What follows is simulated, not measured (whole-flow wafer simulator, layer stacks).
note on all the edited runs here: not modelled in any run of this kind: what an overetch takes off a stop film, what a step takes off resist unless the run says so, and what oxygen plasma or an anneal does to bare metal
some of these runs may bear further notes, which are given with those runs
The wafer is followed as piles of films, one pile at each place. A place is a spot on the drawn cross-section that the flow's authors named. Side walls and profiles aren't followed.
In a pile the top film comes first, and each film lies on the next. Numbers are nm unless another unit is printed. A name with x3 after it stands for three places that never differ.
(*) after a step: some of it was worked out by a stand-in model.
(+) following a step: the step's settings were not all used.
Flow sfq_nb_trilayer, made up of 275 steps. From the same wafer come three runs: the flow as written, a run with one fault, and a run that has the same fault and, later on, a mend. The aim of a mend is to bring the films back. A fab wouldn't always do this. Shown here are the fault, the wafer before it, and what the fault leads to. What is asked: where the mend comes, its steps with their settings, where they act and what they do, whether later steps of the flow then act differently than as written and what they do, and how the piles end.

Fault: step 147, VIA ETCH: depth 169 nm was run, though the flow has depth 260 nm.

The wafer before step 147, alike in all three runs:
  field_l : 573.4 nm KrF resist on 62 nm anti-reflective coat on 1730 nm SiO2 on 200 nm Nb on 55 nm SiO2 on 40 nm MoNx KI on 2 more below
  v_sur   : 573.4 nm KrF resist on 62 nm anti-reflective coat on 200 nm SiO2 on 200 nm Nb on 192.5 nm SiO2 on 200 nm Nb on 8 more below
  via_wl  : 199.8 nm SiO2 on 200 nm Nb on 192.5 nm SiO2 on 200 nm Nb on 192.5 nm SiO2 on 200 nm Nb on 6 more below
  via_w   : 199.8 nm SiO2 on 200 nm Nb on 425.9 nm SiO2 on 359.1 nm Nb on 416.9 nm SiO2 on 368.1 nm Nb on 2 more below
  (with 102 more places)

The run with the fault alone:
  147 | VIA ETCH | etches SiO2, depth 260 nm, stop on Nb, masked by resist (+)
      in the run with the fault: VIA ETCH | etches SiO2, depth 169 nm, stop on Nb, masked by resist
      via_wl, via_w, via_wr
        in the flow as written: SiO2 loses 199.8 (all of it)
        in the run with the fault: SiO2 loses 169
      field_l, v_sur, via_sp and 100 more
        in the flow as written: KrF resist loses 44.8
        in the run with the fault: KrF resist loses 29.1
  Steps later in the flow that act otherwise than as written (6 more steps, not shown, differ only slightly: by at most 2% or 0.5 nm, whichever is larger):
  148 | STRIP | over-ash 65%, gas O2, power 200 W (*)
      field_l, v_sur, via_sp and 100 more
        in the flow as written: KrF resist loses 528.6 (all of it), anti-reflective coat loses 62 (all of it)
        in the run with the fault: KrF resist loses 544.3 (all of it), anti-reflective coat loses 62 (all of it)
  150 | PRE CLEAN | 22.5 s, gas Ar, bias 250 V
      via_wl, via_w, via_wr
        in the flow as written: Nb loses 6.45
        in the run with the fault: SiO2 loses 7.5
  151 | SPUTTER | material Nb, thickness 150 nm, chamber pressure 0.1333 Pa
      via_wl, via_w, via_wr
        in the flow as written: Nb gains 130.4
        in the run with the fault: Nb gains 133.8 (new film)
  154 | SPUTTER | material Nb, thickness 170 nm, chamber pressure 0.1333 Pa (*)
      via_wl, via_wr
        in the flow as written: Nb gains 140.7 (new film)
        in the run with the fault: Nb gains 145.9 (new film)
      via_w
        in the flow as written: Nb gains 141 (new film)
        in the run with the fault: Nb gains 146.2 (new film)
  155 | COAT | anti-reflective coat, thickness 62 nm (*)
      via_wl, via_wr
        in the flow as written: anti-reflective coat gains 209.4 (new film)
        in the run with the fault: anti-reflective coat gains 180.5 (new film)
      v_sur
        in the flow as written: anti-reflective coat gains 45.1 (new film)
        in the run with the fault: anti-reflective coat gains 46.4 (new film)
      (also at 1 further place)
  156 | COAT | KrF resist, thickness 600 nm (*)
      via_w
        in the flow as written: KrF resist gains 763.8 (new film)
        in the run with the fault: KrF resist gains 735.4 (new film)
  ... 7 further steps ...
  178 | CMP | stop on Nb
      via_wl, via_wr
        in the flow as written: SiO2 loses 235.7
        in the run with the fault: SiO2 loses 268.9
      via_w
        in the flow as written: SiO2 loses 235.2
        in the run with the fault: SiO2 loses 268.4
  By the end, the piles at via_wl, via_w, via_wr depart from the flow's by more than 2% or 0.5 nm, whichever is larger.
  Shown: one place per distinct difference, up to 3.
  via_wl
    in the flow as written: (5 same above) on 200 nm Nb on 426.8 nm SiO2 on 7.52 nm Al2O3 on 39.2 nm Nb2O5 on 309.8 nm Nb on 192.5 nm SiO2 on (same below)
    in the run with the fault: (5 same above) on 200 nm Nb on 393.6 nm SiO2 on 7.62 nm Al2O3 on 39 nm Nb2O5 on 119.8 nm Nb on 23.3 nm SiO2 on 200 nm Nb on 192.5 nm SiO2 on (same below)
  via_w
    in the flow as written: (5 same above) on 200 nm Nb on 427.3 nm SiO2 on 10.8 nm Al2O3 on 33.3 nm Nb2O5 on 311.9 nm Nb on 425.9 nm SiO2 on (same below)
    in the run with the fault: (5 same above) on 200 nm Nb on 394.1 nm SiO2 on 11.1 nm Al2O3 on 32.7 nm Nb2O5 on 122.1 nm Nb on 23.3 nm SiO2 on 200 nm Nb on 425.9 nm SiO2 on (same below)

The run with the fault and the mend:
  The mend stands after step 148.
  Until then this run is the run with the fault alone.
  148a | COAT | anti-reflective coat, thickness 62 nm (*) (the flow's step 140 again)
      p4_fl x3, p4_w1 x9, p4_g1 x2 and 63 more
        anti-reflective coat gains 62 (new film)
      r_sur, res, r_end and 8 more
        anti-reflective coat gains 61.7 (new film)
      ce_l, c5j, ce_r, sp_r, be_r
        anti-reflective coat gains 61.6 (new film)
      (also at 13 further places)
  148b | COAT | KrF resist, thickness 650 nm (*) (the flow's step 141 again)
      p4_fl x3, p4_w1 x9, p4_g1 x2 and 63 more
        KrF resist gains 650 (new film)
      moat, field_r, lsp_l, ln_m5, lsp_m, ln_m6, lsp_r, l0_sur
        KrF resist gains 649.4 (new film)
      r_sur, res, r_end, l0v
        KrF resist gains 649.3 (new film)
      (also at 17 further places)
  148c | SOFTBAKE | KrF resist (the flow's step 142 again)
      leaves every film unchanged at each place that is followed
  148d | EXPOSE | photomask I4, dose 11.93 mJ/cm2, NA 0.6, wavelength 248 nm (*) (the flow's step 143 again)
      leaves every film unchanged at each place that is followed
  148e | PEB | KrF resist, 90 s (the flow's step 144 again)
      c5j, ce_r, sp_r and 90 more
        KrF resist loses 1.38
      v_sur, wire, be, be_sur, gap, jj_sur, ce_l
        KrF resist loses 1.37
      field_l, via_sp, via_v
        KrF resist loses 1.36
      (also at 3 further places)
  148f | DEVELOP | KrF resist, thickness 650 nm, 60 s (the flow's step 145 again)
      field_l, v_sur, via_sp and 100 more
        KrF resist loses 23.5
      via_wl
        KrF resist loses 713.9 (all of it)
      via_w
        KrF resist loses 762.3 (all of it)
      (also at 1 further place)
  148g | VIA ETCH | etches anti-reflective coat, depth 125 nm, masked by resist (+) (the flow's step 146 again)
      field_l, v_sur, via_sp and 100 more
        KrF resist loses 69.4
      via_wl, via_wr
        anti-reflective coat loses 125
      via_w
        anti-reflective coat loses 82.5 (all of it), SiO2 loses 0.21
  148h | VIA ETCH | etches SiO2, depth 91 nm, stop on Nb, masked by resist (*) (+) (the flow's step 147 again, with other settings)
      field_l, v_sur, via_sp and 100 more
        KrF resist loses 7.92
      via_wl
        anti-reflective coat loses 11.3 (all of it), SiO2 loses 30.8 (all of it)
      via_w
        SiO2 loses 30.6 (all of it)
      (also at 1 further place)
  148i | STRIP | over-ash 65%, gas O2, power 200 W (*) (the flow's step 148 again)
      p4_fl x3, p4_w1 x9, p4_g1 x2 and 63 more
        KrF resist loses 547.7 (all of it), anti-reflective coat loses 62 (all of it)
      r_end, moat, field_r, lsp_l, l0_sur
        KrF resist loses 547.1 (all of it), anti-reflective coat loses 61.7 (all of it)
      ln_m5, lsp_m, ln_m6, lsp_r
        KrF resist loses 547.2 (all of it), anti-reflective coat loses 61.7 (all of it)
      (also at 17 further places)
  None of the later steps of the flow differs from how it acts as written, at any place that is followed, by more than 2% or 0.5 nm, whichever is larger.
  By the end, the piles equal the flow's at every place that both follow.
